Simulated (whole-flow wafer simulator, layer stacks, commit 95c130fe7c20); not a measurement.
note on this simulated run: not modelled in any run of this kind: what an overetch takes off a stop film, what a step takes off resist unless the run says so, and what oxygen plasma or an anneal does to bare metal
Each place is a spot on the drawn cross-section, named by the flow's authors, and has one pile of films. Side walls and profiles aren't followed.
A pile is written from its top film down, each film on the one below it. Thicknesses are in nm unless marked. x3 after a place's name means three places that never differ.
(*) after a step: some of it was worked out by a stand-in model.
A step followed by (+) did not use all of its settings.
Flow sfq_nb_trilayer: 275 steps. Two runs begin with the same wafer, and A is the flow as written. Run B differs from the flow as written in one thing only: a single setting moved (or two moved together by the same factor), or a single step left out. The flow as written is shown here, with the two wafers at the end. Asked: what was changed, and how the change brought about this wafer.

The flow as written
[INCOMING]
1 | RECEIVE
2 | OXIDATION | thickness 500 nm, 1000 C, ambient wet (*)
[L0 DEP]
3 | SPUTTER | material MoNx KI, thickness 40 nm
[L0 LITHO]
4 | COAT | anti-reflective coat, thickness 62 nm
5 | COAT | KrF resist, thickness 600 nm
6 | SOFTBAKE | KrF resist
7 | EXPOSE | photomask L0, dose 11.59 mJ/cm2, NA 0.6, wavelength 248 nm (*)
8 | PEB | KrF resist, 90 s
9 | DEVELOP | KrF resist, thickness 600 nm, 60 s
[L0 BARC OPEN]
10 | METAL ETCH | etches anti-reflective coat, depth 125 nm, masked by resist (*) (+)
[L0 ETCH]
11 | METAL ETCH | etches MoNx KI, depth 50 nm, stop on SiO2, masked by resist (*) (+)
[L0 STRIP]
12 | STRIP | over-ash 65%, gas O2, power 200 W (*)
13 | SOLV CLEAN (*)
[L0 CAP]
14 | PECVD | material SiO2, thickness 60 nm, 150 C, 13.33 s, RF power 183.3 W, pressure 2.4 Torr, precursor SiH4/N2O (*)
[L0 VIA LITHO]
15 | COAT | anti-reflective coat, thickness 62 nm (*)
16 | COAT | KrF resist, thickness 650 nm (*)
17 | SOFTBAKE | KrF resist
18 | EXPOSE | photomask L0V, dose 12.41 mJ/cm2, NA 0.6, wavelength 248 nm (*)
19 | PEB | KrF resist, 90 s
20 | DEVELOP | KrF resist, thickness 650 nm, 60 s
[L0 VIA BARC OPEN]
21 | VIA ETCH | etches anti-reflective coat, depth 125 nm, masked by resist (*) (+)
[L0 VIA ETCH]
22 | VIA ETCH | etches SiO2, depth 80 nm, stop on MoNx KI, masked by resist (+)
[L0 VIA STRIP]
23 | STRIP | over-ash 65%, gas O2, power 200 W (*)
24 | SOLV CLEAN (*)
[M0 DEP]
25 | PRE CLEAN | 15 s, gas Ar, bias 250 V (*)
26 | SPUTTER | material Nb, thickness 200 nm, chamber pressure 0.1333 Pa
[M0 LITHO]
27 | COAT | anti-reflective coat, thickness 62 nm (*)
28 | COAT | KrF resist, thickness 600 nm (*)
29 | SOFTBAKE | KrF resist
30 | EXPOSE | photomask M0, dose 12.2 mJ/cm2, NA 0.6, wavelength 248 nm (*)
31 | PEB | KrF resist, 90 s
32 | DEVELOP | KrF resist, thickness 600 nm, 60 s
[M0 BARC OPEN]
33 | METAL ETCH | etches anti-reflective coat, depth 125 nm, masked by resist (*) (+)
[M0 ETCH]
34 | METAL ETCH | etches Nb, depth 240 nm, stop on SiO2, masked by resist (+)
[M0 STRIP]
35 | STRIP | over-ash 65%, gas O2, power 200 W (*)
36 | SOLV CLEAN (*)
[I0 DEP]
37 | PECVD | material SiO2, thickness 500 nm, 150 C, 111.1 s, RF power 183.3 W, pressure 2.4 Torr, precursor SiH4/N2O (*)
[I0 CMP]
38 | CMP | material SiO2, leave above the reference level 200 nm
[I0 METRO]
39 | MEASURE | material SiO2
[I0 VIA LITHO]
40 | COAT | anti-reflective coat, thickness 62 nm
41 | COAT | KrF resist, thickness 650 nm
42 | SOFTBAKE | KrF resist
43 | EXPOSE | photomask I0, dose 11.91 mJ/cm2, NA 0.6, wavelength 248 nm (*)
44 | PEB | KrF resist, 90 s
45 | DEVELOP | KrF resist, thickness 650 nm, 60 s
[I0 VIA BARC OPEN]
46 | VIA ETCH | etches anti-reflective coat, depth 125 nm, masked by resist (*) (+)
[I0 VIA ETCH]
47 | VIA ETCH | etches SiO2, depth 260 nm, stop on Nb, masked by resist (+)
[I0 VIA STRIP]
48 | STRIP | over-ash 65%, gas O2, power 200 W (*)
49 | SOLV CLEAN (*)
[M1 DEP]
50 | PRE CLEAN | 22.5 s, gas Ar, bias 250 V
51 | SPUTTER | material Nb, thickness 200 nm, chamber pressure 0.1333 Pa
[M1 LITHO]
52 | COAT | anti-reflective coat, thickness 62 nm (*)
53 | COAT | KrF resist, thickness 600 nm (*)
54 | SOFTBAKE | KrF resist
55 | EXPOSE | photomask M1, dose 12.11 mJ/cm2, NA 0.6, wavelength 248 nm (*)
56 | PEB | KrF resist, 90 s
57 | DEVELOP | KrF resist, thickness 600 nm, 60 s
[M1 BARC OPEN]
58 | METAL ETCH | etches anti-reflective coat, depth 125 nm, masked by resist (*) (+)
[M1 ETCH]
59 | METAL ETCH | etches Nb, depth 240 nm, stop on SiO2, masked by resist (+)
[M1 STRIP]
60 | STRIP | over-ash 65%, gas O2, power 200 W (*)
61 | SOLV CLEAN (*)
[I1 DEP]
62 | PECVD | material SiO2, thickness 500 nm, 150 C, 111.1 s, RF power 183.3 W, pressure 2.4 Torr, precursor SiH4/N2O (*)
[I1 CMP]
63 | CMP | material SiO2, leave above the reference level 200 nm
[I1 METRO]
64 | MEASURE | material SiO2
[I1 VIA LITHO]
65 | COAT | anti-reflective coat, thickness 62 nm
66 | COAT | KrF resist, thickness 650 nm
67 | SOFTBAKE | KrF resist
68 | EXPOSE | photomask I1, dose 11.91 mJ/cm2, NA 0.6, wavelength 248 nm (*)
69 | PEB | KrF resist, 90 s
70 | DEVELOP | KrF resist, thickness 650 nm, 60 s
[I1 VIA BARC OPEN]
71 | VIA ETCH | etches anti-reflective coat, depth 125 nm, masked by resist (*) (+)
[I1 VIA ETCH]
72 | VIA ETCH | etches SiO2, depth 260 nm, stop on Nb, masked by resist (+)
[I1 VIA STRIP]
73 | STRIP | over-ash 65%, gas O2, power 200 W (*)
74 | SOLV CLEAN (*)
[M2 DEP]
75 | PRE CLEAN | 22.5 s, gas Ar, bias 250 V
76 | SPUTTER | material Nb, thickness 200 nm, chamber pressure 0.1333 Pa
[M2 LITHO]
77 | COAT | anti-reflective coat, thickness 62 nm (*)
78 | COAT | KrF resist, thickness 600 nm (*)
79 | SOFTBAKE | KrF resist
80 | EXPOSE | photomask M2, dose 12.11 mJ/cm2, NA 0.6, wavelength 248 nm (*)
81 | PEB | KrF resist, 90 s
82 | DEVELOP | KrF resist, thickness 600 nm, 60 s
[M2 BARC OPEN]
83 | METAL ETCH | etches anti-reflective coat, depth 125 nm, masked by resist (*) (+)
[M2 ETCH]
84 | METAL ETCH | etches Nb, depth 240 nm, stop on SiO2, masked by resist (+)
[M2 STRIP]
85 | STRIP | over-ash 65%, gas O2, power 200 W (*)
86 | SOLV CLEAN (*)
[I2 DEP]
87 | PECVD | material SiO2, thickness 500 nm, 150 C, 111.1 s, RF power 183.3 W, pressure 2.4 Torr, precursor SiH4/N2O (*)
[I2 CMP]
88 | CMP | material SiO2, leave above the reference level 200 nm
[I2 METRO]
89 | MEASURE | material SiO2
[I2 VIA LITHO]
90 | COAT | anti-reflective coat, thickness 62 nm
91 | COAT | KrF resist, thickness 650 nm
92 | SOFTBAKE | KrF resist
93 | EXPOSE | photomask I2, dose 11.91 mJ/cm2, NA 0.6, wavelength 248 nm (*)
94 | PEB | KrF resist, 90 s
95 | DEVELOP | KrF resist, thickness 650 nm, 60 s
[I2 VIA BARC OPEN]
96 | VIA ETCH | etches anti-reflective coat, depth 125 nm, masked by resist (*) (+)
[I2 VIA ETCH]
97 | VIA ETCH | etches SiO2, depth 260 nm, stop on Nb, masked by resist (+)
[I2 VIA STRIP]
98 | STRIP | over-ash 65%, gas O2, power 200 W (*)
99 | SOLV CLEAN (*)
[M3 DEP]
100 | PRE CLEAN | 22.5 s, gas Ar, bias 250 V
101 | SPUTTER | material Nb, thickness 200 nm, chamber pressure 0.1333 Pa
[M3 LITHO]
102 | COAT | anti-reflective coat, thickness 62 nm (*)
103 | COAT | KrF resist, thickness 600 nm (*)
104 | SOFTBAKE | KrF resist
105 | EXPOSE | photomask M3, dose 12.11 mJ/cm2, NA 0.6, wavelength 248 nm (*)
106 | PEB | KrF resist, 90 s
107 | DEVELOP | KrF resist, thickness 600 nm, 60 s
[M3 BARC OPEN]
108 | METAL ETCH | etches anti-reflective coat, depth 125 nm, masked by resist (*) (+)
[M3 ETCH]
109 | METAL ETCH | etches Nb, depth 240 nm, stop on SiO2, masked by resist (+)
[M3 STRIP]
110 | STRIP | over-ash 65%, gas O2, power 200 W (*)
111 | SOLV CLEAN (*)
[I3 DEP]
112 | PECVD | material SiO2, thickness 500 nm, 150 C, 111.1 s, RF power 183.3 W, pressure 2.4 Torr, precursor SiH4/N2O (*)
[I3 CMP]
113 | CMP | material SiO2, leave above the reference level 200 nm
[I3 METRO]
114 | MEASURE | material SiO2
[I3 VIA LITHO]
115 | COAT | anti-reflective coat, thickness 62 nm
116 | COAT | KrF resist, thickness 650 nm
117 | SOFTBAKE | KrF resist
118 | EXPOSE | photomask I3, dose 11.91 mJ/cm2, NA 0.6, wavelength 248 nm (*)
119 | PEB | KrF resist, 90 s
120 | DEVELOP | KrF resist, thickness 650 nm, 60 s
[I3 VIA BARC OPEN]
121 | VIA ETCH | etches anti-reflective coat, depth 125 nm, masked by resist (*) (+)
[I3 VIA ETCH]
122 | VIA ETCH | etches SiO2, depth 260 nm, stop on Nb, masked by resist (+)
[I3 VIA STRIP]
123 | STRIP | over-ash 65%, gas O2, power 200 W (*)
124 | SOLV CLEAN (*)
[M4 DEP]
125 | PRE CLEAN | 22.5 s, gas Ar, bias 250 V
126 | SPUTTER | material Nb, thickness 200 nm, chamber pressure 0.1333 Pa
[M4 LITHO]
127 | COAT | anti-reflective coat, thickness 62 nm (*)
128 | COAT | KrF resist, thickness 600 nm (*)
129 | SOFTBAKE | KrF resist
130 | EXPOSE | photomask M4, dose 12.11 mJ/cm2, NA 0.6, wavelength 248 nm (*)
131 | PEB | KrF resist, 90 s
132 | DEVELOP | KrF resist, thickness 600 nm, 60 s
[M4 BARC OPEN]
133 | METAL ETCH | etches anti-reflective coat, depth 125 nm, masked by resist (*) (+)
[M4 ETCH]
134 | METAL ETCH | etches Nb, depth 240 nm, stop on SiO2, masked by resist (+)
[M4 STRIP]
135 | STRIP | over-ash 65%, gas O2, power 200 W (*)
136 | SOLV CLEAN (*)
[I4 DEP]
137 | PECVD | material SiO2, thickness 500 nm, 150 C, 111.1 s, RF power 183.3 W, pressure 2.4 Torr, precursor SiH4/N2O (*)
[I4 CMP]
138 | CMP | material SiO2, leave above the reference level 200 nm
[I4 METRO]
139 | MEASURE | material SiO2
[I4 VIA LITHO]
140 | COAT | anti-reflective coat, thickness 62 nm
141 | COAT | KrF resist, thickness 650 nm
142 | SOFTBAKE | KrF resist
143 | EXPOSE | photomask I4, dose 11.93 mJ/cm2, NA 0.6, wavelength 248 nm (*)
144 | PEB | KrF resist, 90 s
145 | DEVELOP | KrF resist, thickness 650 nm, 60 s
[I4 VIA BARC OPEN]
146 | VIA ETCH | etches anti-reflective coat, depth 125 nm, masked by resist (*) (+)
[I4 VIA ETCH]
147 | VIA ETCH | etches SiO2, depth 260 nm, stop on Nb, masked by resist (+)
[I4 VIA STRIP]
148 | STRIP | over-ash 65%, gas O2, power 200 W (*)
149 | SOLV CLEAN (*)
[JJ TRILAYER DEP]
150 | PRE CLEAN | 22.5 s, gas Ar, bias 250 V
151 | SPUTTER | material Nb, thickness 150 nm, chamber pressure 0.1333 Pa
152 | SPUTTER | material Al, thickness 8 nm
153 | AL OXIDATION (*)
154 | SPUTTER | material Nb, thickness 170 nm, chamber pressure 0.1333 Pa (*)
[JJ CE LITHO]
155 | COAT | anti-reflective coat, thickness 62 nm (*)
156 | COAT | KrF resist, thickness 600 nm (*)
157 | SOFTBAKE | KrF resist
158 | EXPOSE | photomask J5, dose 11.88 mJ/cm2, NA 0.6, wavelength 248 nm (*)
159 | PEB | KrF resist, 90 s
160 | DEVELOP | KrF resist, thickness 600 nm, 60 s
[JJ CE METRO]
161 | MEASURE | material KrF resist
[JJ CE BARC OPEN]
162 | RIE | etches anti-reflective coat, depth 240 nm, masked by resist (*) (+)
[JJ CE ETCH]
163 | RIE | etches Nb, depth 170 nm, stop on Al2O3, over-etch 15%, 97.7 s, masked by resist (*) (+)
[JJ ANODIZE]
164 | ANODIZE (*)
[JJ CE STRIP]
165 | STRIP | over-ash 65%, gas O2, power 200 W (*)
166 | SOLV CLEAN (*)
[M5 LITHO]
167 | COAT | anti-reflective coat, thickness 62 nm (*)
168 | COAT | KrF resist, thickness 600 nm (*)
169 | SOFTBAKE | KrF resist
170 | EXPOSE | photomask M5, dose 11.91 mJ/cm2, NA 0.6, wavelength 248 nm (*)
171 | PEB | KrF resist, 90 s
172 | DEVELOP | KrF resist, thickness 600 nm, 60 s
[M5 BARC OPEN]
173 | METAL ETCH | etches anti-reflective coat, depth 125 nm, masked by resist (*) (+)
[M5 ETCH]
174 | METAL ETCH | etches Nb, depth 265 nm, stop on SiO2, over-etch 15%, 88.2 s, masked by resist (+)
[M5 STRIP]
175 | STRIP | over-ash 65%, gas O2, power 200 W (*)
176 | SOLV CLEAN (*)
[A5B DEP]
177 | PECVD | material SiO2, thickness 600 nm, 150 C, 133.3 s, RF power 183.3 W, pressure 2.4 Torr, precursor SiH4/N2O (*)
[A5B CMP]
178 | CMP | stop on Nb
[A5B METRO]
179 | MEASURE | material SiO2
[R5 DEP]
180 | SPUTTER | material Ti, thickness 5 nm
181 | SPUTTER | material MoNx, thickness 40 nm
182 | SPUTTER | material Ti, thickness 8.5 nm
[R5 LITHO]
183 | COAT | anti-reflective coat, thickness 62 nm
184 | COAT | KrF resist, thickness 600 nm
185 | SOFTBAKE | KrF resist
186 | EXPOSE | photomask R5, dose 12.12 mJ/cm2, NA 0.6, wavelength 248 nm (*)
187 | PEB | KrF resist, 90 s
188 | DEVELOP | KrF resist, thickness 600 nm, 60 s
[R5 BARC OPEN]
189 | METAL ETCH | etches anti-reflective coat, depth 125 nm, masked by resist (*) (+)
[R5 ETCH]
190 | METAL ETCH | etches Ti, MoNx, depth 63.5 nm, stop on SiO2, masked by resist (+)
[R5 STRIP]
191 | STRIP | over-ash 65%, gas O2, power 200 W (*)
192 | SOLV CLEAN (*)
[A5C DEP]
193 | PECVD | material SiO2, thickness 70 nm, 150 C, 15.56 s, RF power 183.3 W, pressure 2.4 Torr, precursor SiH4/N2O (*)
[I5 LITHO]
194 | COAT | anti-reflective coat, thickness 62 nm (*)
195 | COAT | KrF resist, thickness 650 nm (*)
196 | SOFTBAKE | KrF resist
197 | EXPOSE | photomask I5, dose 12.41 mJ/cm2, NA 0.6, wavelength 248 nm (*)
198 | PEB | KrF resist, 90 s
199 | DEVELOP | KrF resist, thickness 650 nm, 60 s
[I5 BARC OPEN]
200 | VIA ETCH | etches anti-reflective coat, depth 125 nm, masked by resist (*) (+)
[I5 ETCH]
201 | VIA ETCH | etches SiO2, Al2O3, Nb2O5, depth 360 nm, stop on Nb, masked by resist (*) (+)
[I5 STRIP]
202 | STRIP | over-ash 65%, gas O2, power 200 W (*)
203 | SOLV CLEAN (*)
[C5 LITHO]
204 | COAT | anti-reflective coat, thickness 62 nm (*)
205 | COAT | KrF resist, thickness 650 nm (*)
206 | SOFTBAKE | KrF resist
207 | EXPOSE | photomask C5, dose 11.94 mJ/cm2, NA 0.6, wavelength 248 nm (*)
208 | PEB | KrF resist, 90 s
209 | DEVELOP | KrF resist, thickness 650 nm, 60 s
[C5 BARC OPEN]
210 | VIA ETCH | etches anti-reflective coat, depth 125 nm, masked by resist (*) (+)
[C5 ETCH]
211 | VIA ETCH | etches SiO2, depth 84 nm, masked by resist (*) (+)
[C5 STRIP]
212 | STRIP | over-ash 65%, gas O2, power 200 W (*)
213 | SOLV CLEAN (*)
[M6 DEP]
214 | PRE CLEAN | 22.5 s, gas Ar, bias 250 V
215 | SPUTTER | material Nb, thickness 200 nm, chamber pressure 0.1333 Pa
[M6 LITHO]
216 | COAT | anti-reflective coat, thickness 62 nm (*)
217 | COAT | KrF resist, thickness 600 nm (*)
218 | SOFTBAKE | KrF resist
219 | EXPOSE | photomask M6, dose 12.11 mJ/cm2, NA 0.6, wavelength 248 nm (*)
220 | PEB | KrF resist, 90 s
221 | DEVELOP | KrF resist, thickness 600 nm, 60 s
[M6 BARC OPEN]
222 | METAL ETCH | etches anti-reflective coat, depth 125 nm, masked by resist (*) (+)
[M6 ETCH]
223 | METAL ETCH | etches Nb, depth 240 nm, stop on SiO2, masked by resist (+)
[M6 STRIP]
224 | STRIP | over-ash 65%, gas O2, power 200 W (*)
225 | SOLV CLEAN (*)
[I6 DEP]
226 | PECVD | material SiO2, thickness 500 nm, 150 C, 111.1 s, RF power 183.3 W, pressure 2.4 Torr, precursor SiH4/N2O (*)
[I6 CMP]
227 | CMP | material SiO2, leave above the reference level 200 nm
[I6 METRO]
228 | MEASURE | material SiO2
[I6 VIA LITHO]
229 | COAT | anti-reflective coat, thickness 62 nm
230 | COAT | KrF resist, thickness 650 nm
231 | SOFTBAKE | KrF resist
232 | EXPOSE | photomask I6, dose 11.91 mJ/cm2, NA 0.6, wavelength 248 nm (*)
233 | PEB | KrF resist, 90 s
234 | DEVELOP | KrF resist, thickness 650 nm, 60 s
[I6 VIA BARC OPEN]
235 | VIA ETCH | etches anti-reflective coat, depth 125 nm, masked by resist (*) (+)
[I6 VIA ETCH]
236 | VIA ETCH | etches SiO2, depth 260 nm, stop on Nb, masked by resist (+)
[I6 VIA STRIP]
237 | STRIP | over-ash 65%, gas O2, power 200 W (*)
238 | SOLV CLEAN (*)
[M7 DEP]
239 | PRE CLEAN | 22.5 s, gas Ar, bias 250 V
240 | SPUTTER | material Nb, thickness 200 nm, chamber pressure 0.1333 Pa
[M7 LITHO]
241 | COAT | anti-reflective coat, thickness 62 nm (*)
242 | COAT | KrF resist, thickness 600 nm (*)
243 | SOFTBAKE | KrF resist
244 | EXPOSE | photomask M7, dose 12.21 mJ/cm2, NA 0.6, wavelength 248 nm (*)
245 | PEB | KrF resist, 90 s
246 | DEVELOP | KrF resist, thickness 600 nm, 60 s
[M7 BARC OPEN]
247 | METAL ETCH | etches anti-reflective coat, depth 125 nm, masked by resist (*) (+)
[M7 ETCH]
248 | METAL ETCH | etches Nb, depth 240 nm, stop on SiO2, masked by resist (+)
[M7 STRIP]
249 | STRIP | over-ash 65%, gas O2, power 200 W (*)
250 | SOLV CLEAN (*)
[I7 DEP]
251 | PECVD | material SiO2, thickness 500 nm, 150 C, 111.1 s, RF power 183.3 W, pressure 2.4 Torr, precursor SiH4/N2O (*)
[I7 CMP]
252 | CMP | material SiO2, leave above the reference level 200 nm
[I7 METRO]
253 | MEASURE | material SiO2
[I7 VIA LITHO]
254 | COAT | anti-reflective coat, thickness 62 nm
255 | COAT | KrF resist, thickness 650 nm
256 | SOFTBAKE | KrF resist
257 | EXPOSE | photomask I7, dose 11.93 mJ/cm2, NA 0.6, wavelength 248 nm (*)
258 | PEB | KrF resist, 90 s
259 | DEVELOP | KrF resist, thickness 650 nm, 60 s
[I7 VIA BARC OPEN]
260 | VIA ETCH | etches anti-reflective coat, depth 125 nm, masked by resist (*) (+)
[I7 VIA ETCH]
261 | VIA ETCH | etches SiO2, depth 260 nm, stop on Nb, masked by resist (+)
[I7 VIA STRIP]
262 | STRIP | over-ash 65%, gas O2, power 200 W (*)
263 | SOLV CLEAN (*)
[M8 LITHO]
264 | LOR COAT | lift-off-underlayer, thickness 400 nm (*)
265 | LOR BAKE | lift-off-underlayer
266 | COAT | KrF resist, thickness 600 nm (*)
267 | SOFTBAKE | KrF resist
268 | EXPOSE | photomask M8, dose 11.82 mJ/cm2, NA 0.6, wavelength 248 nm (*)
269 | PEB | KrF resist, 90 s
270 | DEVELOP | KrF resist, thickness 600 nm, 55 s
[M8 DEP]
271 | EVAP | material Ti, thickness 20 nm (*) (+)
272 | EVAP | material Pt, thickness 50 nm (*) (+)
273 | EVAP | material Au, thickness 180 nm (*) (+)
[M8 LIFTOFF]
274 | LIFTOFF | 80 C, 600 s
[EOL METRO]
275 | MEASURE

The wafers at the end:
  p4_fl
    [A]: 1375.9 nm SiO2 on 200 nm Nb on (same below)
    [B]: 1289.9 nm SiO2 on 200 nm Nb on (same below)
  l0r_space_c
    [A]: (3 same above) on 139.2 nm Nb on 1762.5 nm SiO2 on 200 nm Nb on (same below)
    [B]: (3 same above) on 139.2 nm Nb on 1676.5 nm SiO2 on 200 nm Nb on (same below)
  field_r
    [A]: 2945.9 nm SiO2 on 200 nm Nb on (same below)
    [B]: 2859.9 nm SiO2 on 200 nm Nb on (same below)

The reason: step 138, CMP: leave above the reference level 114 nm was run, whereas the flow has leave above the reference level 200 nm.

Step by step, how the change led to this:
  138 | CMP | material SiO2, leave above the reference level 200 nm
      field_l, be, be_sur and 55 more: A SiO2 loses 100 | B SiO2 loses 186
      v_sur, via_wl, via_w and 35 more: A SiO2 loses 300 | B SiO2 loses 386
      (also at 10 further places)
  147 | VIA ETCH | etches SiO2, depth 260 nm, stop on Nb, masked by resist (+)
      field_l, v_sur, via_sp and 100 more: A KrF resist loses 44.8 | B KrF resist loses 29.4
      via_wl, via_w, via_wr: A SiO2 loses 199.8 (all of it) | B SiO2 loses 113.8 (all of it)
  148 | STRIP | over-ash 65%, gas O2, power 200 W (*)
      field_l, v_sur, via_sp and 100 more: A KrF resist loses 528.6 (all of it), anti-reflective coat loses 62 (all of it) | B KrF resist loses 544 (all of it), anti-reflective coat loses 62 (all of it)
  151 | SPUTTER | material Nb, thickness 150 nm, chamber pressure 0.1333 Pa
      via_wl, via_w, via_wr: A Nb gains 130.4 | B Nb gains 140.5
  152 | SPUTTER | material Al, thickness 8 nm
      via_wl, via_wr: A Al gains 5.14 (new film) | B Al gains 6.16 (new film)
      via_w: A Al gains 7.12 (new film) | B Al gains 7.83 (new film)
  154 | SPUTTER | material Nb, thickness 170 nm, chamber pressure 0.1333 Pa (*)
      via_wl, via_wr: A Nb gains 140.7 (new film) | B Nb gains 126.5 (new film)
      via_w: A Nb gains 141 (new film) | B Nb gains 166.9 (new film)
  155 | COAT | anti-reflective coat, thickness 62 nm (*)
      via_wl, via_wr: A anti-reflective coat gains 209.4 (new film) | B anti-reflective coat gains 174.8 (new film)
      v_sur: A anti-reflective coat gains 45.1 (new film) | B anti-reflective coat gains 49.4 (new film)
      (also at 2 further places)
  156 | COAT | KrF resist, thickness 600 nm (*)
      via_wl: A KrF resist gains 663 (new film) | B KrF resist gains 634.8 (new film)
      via_w: A KrF resist gains 763.8 (new film) | B KrF resist gains 674 (new film)
      (also at 1 further place)
  160 | DEVELOP | KrF resist, thickness 600 nm, 60 s
      via_wl: A KrF resist loses 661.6 (all of it) | B KrF resist loses 633.4 (all of it)
      via_w: A KrF resist loses 762.1 (all of it) | B KrF resist loses 672.6 (all of it)
      (also at 1 further place)
  162 | RIE | etches anti-reflective coat, depth 240 nm, masked by resist (*) (+)
      ce_l, c5j, ce_r, wl_jj: A KrF resist loses 209.4 | B KrF resist loses 174.8
      via_wl, via_wr: A anti-reflective coat loses 209.4 (all of it) | B anti-reflective coat loses 174.8 (all of it)
      (also at 3 further places)
  163 | RIE | etches Nb, depth 170 nm, stop on Al2O3, over-etch 15%, 97.7 s, masked by resist (*) (+)
      via_w: A Nb loses 141 (all of it), Al2O3 loses 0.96 (all of it) | B Nb loses 166.9 (all of it), Al2O3 loses 0.57
      via_wl, via_wr: A Nb loses 140.7 (all of it), Al2O3 loses 0.96 (all of it) | B Nb loses 126.5 (all of it), Al2O3 loses 0.96 (all of it)
  164 | ANODIZE (*)
      via_w: A Al2O3 gains 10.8 (new film), Nb2O5 gains 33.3 (new film), Al loses 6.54 (all of it), Nb loses 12 | B Al2O3 gains 12, Nb2O5 gains 30.6 (new film), Al loses 7.25 (all of it), Nb loses 11
      via_wl, via_wr: A Al2O3 gains 7.52 (new film), Nb2O5 gains 39.2 (new film), Al loses 4.56 (all of it), Nb loses 14.1 | B Al2O3 gains 9.21 (new film), Nb2O5 gains 36.2 (new film), Al loses 5.58 (all of it), Nb loses 13
  165 | STRIP | over-ash 65%, gas O2, power 200 W (*)
      c5j, ce_r: A KrF resist loses 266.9 (all of it), anti-reflective coat loses 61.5 (all of it) | B KrF resist loses 302.1 (all of it), anti-reflective coat loses 61.7 (all of it)
      ce_l: A KrF resist loses 266.8 (all of it), anti-reflective coat loses 61.4 (all of it) | B KrF resist loses 302.1 (all of it), anti-reflective coat loses 61.7 (all of it)
      (also at 1 further place)
  167 | COAT | anti-reflective coat, thickness 62 nm (*)
      v_sur: A anti-reflective coat gains 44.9 (new film) | B anti-reflective coat gains 46.2 (new film)
      via_wl: A anti-reflective coat gains 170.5 (new film) | B anti-reflective coat gains 109.7 (new film)
      (also at 3 further places)
  168 | COAT | KrF resist, thickness 600 nm (*)
      v_sur: A KrF resist gains 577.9 (new film) | B KrF resist gains 592.2 (new film)
      via_wl: A KrF resist gains 656 (new film) | B KrF resist gains 642.7 (new film)
      (also at 2 further places)
  175 | STRIP | over-ash 65%, gas O2, power 200 W (*)
      v_sur: A KrF resist loses 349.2 (all of it), anti-reflective coat loses 44.9 (all of it) | B KrF resist loses 363.4 (all of it), anti-reflective coat loses 46.2 (all of it)
      via_wl: A KrF resist loses 427 (all of it), anti-reflective coat loses 170.5 (all of it) | B KrF resist loses 413.7 (all of it), anti-reflective coat loses 109.7 (all of it)
      (also at 3 further places)
  178 | CMP | stop on Nb
      via_wl, via_wr: A SiO2 loses 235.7 | B SiO2 loses 331.5
      via_w: A SiO2 loses 235.2 | B SiO2 loses 331.1
